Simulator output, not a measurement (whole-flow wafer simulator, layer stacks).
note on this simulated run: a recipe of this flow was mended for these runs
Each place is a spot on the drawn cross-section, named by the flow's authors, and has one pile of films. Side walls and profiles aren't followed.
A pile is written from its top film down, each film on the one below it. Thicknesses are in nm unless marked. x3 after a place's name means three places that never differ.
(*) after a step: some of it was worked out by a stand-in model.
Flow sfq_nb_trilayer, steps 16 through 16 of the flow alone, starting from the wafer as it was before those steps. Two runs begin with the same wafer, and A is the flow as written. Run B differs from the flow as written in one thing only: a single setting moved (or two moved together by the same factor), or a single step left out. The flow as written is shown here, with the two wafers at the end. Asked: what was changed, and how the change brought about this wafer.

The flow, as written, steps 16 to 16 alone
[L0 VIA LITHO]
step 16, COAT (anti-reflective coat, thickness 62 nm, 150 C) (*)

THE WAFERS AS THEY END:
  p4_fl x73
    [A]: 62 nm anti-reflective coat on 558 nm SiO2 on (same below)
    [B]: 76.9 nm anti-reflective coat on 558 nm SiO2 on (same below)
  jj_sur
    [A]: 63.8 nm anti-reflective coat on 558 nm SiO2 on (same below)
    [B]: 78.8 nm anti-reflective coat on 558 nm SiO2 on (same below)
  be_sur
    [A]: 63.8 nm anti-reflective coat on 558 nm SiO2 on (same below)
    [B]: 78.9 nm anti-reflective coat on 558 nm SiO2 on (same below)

The reason: step 16, COAT: thickness 76.9 nm was run, whereas the flow has thickness 62 nm.
The wafer itself shows it: p4_fl x73 has anti-reflective coat 76.9, and step 16 as written asks for 62 nm.

The path from the change to this, step by step:
  step 16, COAT (anti-reflective coat, thickness 62 nm, 150 C) (*)
      p4_fl x73: A anti-reflective coat gains 62 (new film) | B anti-reflective coat gains 76.9 (new film)
      jj_sur, ce_l, c5j, ce_r, sp_r, be_r, r_sur, res: A anti-reflective coat gains 63.8 (new film) | B anti-reflective coat gains 78.8 (new film)
      (also at 25 further places)
